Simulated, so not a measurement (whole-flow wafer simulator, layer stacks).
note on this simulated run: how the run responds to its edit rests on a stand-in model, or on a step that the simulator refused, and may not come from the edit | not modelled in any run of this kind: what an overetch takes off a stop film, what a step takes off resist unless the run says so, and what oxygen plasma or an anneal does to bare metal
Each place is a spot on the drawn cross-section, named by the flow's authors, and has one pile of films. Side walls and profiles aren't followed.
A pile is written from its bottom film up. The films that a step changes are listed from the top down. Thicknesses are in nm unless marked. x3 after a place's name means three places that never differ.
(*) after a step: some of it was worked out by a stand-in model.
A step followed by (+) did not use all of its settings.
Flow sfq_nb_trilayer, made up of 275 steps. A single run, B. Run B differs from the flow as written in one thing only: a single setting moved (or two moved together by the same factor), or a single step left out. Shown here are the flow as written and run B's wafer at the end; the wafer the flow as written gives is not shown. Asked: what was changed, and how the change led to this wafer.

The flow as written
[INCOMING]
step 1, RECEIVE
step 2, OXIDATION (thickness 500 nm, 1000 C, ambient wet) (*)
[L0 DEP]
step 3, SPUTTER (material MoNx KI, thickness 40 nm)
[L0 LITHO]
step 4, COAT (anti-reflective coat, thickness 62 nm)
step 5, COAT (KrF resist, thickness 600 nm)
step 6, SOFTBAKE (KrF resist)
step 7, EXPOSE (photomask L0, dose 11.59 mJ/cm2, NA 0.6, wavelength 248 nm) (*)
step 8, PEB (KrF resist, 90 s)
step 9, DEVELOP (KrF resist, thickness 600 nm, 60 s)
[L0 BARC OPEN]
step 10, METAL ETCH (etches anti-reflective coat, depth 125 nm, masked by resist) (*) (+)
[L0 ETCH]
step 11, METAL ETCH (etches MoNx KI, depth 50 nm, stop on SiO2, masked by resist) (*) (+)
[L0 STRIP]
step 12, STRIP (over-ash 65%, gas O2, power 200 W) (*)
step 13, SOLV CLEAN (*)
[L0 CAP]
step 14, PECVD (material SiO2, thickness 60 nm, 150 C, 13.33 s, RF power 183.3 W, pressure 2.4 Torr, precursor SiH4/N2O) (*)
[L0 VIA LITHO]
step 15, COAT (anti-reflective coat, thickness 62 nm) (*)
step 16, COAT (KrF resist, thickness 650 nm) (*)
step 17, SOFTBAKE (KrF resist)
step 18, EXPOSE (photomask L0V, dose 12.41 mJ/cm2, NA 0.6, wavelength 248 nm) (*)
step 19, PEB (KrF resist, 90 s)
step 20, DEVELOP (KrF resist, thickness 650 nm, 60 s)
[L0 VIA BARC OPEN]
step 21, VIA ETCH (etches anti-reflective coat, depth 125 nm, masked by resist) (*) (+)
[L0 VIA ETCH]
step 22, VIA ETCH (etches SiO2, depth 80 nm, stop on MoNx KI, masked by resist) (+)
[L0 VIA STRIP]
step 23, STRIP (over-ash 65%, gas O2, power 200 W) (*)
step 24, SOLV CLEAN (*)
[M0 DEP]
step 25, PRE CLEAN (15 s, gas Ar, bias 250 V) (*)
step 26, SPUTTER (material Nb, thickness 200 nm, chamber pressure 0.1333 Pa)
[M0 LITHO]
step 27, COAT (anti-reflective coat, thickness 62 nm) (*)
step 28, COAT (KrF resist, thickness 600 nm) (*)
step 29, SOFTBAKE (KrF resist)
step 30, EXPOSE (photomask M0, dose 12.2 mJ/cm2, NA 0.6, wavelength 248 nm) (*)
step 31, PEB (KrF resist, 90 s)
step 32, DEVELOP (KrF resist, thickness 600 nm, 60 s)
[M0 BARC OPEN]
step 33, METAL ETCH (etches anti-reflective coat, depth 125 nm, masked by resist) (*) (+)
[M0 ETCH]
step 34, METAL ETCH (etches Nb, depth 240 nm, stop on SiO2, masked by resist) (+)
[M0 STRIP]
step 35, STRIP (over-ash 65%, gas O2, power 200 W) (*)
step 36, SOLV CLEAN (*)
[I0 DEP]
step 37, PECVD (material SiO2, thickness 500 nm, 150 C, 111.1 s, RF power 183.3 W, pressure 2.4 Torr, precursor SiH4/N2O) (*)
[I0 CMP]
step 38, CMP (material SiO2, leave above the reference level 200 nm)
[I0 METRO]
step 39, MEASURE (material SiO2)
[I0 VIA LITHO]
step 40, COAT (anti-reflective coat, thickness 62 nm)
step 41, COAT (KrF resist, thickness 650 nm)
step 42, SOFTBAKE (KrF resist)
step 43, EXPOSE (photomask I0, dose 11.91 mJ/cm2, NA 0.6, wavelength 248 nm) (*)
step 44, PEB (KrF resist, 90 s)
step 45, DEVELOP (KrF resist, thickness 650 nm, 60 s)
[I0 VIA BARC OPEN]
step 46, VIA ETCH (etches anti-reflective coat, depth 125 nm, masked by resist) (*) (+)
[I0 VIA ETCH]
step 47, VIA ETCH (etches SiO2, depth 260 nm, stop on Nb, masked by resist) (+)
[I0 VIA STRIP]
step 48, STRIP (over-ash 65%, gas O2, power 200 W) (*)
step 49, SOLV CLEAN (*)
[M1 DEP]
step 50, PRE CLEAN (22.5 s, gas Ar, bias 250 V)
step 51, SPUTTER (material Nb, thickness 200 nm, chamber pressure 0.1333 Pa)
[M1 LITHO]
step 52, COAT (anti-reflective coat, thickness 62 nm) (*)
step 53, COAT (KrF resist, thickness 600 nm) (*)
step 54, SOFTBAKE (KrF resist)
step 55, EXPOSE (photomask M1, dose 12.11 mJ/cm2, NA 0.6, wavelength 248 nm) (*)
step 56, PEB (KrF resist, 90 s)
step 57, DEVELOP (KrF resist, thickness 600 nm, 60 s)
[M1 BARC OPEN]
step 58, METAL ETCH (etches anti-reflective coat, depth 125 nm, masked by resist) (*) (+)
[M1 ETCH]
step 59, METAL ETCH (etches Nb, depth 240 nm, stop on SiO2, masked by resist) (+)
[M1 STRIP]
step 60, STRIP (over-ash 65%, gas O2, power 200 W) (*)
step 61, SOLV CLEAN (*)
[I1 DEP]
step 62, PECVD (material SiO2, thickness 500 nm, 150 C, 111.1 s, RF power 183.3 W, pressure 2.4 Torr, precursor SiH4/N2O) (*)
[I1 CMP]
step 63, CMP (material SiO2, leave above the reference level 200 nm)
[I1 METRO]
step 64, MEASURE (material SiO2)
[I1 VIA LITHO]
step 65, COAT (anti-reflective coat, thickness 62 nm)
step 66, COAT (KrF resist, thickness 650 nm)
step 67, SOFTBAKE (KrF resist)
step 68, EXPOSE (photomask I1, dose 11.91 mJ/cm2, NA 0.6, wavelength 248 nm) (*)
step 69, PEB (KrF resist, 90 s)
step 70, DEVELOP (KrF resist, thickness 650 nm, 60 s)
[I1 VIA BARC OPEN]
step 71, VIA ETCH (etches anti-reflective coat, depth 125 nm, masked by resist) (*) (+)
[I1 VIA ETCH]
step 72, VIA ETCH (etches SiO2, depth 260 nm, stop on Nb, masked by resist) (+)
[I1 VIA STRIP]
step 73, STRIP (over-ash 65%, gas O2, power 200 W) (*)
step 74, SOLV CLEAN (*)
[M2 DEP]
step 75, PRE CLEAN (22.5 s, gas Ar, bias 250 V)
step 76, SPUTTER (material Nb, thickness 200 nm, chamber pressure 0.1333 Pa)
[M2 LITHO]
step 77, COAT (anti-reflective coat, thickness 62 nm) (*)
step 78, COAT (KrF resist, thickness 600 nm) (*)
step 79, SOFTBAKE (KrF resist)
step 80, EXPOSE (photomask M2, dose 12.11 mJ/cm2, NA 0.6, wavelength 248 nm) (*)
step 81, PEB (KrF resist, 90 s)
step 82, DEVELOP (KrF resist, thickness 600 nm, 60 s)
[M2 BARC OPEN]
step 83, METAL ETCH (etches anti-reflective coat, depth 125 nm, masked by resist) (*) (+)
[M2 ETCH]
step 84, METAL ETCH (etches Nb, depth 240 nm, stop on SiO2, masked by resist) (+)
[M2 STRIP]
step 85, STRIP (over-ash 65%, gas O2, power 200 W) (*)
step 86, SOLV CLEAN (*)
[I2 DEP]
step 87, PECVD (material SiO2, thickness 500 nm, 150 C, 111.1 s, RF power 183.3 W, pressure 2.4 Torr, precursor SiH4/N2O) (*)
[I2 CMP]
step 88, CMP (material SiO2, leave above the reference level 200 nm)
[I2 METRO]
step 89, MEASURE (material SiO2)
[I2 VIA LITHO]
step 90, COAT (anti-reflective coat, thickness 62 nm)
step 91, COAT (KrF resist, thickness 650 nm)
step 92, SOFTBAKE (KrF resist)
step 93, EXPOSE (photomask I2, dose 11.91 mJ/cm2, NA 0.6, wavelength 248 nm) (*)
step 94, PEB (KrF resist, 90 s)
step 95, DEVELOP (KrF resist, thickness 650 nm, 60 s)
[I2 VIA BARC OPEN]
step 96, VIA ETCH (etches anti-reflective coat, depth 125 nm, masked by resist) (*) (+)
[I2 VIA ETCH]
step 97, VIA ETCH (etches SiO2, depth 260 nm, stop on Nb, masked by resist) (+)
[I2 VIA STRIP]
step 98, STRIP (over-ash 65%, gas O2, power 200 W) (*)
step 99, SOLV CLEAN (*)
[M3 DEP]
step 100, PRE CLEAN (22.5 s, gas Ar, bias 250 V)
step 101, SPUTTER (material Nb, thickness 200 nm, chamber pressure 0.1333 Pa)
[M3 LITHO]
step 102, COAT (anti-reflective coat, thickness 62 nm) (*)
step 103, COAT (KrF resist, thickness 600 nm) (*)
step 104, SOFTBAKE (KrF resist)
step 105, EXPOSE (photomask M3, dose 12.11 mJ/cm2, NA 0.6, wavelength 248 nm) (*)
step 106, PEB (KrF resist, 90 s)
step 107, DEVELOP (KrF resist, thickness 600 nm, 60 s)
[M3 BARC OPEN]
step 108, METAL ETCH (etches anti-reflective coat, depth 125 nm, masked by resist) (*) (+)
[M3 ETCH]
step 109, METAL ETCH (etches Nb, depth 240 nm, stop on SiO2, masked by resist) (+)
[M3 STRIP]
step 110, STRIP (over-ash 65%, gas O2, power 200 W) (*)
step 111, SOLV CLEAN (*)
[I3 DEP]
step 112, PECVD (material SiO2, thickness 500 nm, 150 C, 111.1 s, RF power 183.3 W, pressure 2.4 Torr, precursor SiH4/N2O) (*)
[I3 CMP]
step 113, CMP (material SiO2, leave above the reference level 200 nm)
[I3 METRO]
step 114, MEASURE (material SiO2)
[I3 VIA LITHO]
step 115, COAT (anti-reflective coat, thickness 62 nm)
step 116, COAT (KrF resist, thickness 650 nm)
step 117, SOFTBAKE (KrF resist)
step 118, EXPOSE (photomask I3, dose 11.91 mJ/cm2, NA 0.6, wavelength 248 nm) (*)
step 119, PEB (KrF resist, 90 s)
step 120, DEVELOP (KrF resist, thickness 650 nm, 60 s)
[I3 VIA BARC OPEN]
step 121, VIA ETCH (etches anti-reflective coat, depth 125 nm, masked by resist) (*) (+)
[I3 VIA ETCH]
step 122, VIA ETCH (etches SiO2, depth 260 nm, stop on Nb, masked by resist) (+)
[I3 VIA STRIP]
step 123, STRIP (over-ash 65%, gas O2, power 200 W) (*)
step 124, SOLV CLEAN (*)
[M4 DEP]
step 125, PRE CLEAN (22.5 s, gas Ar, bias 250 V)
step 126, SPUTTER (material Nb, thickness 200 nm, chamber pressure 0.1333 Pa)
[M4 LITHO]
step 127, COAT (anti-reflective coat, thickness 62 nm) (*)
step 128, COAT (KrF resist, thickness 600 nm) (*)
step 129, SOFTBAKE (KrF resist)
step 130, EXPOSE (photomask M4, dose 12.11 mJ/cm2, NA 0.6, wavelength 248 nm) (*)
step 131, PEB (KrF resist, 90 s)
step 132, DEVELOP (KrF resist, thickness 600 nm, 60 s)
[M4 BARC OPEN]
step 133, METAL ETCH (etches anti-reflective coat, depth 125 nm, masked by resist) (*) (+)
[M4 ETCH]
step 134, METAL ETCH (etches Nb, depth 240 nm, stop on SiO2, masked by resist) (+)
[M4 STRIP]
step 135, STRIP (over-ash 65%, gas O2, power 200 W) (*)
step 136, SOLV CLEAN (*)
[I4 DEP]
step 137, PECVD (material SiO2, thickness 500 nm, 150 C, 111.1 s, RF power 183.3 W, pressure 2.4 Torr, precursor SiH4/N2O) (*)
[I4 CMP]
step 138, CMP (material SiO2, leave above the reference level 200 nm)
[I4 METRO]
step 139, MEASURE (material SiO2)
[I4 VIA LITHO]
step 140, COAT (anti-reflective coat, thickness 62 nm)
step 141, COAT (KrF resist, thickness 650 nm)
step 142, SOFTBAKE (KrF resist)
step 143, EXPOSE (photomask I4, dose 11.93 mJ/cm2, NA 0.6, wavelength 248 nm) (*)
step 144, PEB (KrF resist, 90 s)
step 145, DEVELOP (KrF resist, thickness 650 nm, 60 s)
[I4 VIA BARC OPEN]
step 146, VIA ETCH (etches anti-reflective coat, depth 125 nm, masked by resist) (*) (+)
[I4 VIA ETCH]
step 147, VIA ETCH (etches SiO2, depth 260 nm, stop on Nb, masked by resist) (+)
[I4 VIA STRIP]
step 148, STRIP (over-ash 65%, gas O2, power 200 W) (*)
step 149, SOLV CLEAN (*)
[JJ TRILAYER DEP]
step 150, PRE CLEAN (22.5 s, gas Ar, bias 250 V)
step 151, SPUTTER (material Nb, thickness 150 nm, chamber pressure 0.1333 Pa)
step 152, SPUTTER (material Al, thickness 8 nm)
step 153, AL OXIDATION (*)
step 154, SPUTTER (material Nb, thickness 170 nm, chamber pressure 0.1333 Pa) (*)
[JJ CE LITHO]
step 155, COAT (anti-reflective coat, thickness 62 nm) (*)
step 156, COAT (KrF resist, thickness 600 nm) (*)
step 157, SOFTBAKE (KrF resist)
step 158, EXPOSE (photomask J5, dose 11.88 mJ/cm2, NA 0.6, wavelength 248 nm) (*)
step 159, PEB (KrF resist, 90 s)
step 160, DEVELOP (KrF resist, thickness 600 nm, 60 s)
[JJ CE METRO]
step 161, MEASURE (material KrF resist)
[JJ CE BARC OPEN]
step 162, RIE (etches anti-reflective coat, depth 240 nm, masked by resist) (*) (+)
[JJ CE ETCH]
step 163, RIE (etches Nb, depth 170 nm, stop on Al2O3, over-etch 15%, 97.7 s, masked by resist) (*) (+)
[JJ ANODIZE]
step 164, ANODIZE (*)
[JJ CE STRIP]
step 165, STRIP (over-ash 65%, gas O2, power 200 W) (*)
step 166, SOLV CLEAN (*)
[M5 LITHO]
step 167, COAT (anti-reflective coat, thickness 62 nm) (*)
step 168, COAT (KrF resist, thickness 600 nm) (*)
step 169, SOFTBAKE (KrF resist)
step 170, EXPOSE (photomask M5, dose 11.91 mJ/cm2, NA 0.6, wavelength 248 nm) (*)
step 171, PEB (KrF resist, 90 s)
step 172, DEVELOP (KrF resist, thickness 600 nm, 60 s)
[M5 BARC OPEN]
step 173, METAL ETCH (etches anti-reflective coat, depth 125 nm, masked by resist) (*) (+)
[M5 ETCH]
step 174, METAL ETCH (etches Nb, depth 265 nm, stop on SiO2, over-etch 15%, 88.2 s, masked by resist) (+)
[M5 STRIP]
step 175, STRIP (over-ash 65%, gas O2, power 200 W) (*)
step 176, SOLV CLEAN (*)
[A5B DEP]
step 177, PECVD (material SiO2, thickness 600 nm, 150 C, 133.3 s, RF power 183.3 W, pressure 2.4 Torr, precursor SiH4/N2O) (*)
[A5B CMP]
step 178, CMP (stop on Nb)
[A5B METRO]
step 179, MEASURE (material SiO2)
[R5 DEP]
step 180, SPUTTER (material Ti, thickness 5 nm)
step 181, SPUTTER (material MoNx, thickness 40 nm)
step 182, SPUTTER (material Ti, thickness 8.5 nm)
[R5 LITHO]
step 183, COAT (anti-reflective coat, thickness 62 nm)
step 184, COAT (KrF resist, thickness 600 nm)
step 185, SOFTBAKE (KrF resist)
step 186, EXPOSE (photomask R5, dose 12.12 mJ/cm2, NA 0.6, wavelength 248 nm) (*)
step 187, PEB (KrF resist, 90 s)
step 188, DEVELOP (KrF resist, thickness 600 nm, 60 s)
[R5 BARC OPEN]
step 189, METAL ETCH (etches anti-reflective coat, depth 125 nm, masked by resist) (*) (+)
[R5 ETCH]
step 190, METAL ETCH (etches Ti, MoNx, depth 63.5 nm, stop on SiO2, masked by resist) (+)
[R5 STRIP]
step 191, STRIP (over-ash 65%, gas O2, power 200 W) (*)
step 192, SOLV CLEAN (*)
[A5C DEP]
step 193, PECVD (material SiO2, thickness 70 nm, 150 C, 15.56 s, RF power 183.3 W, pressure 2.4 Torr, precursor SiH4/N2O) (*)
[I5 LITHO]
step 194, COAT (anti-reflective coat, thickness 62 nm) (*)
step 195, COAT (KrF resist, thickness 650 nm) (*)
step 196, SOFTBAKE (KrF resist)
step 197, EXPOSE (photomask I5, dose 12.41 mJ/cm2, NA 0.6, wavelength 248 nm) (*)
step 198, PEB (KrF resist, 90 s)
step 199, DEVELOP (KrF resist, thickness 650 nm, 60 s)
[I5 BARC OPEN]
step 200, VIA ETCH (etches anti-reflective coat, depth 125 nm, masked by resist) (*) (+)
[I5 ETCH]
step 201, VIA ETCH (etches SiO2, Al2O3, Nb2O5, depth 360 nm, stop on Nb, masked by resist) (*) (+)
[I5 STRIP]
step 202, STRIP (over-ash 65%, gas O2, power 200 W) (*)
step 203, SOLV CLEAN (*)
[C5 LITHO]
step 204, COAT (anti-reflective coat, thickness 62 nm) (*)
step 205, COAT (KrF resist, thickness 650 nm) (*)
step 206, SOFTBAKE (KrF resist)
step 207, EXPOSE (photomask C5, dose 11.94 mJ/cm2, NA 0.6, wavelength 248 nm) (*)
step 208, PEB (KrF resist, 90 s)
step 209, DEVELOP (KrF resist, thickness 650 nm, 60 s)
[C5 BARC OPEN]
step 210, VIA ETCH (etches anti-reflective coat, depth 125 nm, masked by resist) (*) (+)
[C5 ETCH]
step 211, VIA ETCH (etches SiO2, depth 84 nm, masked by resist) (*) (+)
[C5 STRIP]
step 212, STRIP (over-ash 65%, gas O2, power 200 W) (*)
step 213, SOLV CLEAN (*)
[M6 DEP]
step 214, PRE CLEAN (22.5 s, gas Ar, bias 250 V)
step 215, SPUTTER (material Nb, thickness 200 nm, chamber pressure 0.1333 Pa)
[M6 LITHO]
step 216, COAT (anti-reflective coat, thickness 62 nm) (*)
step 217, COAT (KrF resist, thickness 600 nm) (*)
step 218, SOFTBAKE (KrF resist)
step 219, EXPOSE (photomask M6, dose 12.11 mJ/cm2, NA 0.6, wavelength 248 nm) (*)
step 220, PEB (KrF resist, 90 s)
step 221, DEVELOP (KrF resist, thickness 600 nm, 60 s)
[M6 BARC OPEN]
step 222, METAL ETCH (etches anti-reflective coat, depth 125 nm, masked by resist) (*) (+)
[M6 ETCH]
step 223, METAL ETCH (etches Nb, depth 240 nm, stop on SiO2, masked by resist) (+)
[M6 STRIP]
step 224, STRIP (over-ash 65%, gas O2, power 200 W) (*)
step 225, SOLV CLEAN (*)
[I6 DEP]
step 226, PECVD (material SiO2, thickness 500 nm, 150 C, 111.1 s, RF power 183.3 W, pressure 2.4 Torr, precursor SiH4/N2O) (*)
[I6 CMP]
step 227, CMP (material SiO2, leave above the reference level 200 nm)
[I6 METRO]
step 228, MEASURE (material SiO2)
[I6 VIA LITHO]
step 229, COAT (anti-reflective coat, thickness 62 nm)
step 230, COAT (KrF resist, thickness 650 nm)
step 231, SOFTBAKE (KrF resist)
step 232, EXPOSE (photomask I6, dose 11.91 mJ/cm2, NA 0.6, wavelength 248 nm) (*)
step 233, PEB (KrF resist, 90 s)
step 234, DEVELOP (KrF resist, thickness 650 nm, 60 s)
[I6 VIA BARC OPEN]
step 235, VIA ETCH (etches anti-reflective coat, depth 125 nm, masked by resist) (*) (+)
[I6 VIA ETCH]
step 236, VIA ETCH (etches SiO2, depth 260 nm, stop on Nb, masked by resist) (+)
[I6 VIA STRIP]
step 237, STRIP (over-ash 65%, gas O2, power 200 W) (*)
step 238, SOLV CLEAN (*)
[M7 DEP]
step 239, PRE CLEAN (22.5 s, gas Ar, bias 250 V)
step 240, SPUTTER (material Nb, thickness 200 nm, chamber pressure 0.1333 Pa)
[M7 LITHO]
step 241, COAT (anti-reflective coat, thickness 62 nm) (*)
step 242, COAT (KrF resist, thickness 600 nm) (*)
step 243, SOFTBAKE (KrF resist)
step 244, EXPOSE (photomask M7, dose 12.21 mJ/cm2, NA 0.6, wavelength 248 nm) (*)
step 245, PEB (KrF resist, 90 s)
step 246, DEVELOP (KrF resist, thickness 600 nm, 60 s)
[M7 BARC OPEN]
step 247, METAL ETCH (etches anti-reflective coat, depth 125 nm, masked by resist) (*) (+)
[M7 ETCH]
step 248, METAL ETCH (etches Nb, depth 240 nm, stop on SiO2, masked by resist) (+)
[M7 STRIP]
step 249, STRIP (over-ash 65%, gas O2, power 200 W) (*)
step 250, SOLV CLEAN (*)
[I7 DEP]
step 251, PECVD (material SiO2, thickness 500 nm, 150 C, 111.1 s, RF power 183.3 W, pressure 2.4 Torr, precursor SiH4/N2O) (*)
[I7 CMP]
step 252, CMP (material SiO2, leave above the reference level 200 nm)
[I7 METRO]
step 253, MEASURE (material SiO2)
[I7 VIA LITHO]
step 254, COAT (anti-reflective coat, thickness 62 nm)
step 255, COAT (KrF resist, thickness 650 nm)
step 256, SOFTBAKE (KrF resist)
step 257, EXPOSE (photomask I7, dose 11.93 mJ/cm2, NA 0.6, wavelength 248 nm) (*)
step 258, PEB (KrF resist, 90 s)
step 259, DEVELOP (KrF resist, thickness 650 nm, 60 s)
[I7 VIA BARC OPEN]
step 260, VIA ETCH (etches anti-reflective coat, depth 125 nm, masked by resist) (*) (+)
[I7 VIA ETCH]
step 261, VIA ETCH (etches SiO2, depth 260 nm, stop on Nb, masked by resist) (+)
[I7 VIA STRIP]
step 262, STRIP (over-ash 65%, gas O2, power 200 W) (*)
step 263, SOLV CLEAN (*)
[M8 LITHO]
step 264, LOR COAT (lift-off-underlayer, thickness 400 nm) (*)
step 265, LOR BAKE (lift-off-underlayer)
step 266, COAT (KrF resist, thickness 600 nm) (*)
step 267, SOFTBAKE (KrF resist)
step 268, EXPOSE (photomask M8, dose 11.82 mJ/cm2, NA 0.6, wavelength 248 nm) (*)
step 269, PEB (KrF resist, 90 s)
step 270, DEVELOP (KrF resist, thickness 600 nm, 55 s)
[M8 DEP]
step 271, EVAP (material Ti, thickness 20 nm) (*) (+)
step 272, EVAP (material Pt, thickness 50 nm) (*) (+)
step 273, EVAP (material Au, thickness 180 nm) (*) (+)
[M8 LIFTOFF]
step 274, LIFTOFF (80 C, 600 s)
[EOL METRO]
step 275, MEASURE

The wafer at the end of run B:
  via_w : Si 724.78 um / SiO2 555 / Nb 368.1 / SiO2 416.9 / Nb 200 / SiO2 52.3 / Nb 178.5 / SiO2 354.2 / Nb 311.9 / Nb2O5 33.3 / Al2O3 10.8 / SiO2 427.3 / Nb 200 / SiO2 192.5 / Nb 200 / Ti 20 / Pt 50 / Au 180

What caused this: step 97, VIA ETCH: depth 140 nm was run, while the flow as written has depth 260 nm.

Step by step, how the change led to this:
  step 97, VIA ETCH (etches SiO2, depth 260 nm, stop on Nb, masked by resist) (+)
      via_w: -140 SiO2 (in the flow as written it would be: -199.8 SiO2 (all of it))
      field_l, v_sur, via_wl and 102 more: -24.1 KrF resist (in the flow as written it would be: -44.8 KrF resist)
  step 98, STRIP (over-ash 65%, gas O2, power 200 W) (*)
      field_l, v_sur, via_wl and 102 more: -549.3 KrF resist (all of it), -62 anti-reflective coat (all of it) (in the flow as written it would be: -528.6 KrF resist (all of it), -62 anti-reflective coat (all of it))
  step 100, PRE CLEAN (22.5 s, gas Ar, bias 250 V)
      via_w: -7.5 SiO2 (in the flow as written it would be: -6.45 Nb)
  step 101, SPUTTER (material Nb, thickness 200 nm, chamber pressure 0.1333 Pa)
      via_w: +178.5 Nb (new film) (in the flow as written it would be: +165.5 Nb)
  step 102, COAT (anti-reflective coat, thickness 62 nm) (*)
      via_wl: +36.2 anti-reflective coat (new film) (in the flow as written it would be: +34.2 anti-reflective coat (new film))
      via_w: +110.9 anti-reflective coat (new film) (in the flow as written it would be: +124.8 anti-reflective coat (new film))
      (also at 1 further place)
  step 103, COAT (KrF resist, thickness 600 nm) (*)
      via_w: +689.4 KrF resist (new film) (in the flow as written it would be: +737.9 KrF resist (new film))
  step 110, STRIP (over-ash 65%, gas O2, power 200 W) (*)
      via_wl: -389.4 KrF resist (all of it), -36.2 anti-reflective coat (all of it) (in the flow as written it would be: -384.2 KrF resist (all of it), -34.2 anti-reflective coat (all of it))
      via_w: -471.6 KrF resist (all of it), -110.9 anti-reflective coat (all of it) (in the flow as written it would be: -520 KrF resist (all of it), -124.8 anti-reflective coat (all of it))
      (also at 1 further place)
  step 112, PECVD (material SiO2, thickness 500 nm, 150 C, 111.1 s, RF power 183.3 W, pressure 2.4 Torr, precursor SiH4/N2O) (*)
      via_w: +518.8 SiO2 (new film) (in the flow as written it would be: +615 SiO2 (new film))
  step 113, CMP (material SiO2, leave above the reference level 200 nm)
      via_w: -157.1 SiO2 (in the flow as written it would be: -181.6 SiO2)
If metal films that touch count as one body, via_w has 6 bodies (between them, from the top down: SiO2 192.5; SiO2 427.3 / Al2O3 10.8 / Nb2O5 33.3; SiO2 354.2; SiO2 52.3; SiO2 416.9); the flow as written gives 5 bodies (between them, from the top down: SiO2 192.5; SiO2 427.3 / Al2O3 10.8 / Nb2O5 33.3; SiO2 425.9; SiO2 416.9).
